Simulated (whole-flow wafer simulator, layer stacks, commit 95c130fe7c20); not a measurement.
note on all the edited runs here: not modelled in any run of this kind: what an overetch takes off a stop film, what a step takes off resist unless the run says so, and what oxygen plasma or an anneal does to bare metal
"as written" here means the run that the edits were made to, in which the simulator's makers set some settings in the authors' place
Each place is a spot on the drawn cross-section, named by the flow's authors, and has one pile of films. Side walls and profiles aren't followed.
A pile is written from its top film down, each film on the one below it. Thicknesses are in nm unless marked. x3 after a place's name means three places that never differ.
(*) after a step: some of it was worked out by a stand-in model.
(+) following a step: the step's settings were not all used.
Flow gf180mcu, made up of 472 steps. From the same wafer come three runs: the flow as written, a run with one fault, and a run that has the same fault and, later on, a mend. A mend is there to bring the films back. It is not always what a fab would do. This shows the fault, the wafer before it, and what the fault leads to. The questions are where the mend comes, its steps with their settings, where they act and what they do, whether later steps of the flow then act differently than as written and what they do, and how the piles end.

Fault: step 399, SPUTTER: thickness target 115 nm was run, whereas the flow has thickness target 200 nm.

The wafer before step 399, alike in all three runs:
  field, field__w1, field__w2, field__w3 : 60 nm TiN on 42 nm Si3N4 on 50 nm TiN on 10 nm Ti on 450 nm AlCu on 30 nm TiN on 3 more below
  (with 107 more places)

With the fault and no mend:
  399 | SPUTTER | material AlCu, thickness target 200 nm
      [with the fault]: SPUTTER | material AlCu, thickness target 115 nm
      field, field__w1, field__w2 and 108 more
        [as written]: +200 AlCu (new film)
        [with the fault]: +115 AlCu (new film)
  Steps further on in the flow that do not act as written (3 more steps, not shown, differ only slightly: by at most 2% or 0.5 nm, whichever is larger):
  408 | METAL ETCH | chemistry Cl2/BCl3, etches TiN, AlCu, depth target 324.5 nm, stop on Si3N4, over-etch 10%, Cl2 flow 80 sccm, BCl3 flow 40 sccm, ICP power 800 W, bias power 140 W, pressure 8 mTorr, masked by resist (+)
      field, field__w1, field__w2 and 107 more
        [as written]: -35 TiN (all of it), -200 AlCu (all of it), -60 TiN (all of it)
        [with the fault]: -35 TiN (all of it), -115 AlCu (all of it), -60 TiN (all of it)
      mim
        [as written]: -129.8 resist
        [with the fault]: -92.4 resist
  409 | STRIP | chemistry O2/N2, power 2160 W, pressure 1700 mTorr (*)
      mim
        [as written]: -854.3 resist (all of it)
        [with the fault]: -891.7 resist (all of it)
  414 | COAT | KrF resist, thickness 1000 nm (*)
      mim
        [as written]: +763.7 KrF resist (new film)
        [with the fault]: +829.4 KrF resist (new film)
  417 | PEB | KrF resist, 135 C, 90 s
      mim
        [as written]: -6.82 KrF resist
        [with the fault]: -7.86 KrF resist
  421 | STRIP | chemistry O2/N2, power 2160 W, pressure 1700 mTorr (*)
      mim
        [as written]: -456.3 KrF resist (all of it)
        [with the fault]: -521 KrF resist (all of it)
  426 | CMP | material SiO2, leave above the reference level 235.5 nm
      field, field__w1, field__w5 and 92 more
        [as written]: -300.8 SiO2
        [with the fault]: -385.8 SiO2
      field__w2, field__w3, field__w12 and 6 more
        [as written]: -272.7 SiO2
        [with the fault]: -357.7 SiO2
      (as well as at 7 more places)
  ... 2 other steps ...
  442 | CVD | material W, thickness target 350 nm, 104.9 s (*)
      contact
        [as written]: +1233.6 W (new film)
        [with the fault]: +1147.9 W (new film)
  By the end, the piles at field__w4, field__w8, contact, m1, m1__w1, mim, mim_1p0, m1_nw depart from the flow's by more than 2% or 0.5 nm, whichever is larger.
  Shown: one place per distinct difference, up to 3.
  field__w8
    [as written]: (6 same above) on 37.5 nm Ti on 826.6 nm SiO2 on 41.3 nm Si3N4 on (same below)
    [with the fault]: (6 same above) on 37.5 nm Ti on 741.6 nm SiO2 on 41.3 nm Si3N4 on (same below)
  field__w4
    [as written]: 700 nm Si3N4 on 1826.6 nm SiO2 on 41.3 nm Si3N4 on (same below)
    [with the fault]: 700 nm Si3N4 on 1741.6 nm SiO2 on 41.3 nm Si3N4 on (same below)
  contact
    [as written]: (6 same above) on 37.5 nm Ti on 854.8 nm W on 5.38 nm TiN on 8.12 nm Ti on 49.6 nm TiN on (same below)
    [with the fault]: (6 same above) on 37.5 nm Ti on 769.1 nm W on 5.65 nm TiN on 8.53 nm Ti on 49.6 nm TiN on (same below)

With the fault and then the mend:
  After step 399 comes the mend.
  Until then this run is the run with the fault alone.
  399a | SPUTTER | material AlCu, thickness target 85 nm (the flow's step 399, run once more with other settings)
      field, field__w1, field__w2 and 108 more
        +85 AlCu
  None of the later steps of the flow acts differently than as written at any place that is followed.
  By the end, the piles equal the flow's at every place that both follow.
